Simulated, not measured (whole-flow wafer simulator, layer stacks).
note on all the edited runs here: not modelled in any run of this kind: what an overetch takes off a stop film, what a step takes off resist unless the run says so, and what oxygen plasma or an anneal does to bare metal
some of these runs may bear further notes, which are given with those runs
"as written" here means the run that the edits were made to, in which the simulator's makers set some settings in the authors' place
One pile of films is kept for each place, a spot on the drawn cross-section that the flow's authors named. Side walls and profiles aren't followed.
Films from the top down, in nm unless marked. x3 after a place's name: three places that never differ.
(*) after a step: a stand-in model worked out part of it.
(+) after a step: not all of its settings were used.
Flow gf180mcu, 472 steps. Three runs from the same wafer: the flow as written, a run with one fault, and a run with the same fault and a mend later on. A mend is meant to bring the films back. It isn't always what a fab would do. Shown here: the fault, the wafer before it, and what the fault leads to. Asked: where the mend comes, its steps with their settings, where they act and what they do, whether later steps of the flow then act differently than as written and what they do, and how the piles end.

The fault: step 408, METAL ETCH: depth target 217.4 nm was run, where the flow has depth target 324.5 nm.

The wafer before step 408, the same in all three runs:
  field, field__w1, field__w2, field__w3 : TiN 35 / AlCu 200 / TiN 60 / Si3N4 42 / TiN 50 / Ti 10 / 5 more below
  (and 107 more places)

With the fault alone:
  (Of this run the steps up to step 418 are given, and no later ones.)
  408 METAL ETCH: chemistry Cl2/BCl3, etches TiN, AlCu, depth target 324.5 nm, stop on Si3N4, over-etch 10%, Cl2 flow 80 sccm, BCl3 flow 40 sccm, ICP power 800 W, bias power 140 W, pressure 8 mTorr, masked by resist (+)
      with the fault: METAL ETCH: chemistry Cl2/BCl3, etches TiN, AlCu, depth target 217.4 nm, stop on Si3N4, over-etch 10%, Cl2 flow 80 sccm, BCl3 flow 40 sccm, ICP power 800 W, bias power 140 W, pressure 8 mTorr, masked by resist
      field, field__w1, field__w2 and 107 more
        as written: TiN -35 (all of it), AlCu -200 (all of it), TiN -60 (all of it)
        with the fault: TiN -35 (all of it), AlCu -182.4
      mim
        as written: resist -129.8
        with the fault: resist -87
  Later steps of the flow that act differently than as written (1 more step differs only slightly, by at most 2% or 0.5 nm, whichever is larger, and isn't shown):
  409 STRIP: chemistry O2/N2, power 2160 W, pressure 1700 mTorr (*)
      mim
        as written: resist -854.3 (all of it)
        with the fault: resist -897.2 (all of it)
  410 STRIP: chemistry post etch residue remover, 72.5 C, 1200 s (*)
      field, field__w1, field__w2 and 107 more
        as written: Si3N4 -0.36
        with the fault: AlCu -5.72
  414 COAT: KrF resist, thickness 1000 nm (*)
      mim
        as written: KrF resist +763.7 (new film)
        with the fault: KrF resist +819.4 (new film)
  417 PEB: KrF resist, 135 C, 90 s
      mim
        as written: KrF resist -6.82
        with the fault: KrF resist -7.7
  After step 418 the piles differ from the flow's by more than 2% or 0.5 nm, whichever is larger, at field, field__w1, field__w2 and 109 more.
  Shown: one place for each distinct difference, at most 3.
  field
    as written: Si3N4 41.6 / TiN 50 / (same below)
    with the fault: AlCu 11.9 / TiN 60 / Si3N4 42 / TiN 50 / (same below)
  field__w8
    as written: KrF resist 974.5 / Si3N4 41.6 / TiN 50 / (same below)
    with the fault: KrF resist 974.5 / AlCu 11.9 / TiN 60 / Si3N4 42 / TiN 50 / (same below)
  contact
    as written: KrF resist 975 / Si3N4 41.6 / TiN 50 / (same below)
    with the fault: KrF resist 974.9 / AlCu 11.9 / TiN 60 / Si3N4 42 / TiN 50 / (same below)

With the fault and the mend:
  The mend comes after step 410.
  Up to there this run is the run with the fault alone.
  410a DEHYDRATE: 200 C, 60 s (the flow's step 401 once more)
      changes no film at any place that is followed
  410b HMDS: 120 C, 60 s (the flow's step 402 once more)
      changes no film at any place that is followed
  410c COAT: resist, thickness 1000 nm (*) (the flow's step 403 once more)
      field__w8, m1__w1, iso_ptap_pw and 39 more
        resist +1000 (new film)
      field_sub__w1, field_sub__w5, n_well, sd_p, gate_p, m1, nw_enc_fld_lv, nw_enc_fld_lv__w3
        resist +1000.8 (new film)
      p_well, sti, spacer, sd_n, mim_1p0, pad, dice_street
        resist +1000.5 (new film)
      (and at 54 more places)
  410d SOFTBAKE: resist (the flow's step 404 once more)
      field__w9, nplus_u
        resist -0.2
      field__w2
        resist +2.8
      field__w3
        resist +2.94
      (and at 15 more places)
  410e EXPOSE: photomask FuseTop (the flow's step 405 once more)
      changes no film at any place that is followed
  410f PEB: resist, 70.3 s (the flow's step 406 once more)
      field, field__w1, field__w5 and 95 more
        resist -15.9
      field__w2, field__w3, field__w12, pplus_u, ppoly_sal, nw_enc_fld_lv__w1, nw_enc_fld_lv__w4
        resist -16
      field__w7, ppoly_u, npoly_sal
        resist -16.1
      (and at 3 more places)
  410g DEVELOP: thickness 1000 nm, 60 s (the flow's step 407 once more)
      field__w8, m1__w1, iso_ptap_pw and 39 more
        resist -984.1 (all of it)
      field, ld_acc_p, ld_fp_p, ld_drift_p, ld_drn_p, ld_body_p_dnw, m1_nw
        resist -985.4 (all of it)
      p_well, sti, spacer, sd_n, mim_1p0, pad, dice_street
        resist -984.6 (all of it)
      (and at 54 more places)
  410h METAL ETCH: chemistry Cl2/BCl3, etches TiN, AlCu, depth target 107.1 nm, stop on Si3N4, over-etch 10%, Cl2 flow 80 sccm, BCl3 flow 40 sccm, ICP power 800 W, bias power 140 W, pressure 8 mTorr, masked by resist (+) (the flow's step 408 once more, with other settings)
      field, field__w1, field__w2 and 107 more
        AlCu -11.9 (all of it), TiN -60 (all of it)
      mim
        resist -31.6
  410i STRIP: chemistry O2/N2, power 2160 W, pressure 1700 mTorr (*) (the flow's step 409 once more)
      mim
        resist -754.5 (all of it)
  410j STRIP: chemistry post etch residue remover, 72.5 C, 1200 s (*) (the flow's step 410 once more)
      field, field__w1, field__w2 and 107 more
        Si3N4 -0.36
      mim
        TiN -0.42
  No later step of the flow acts differently than as written, at any place that is followed, by more than 2% or 0.5 nm, whichever is larger.
  At the end the piles differ from the flow's only slightly at the places that both follow, by at most 2% or 0.5 nm, whichever is larger.
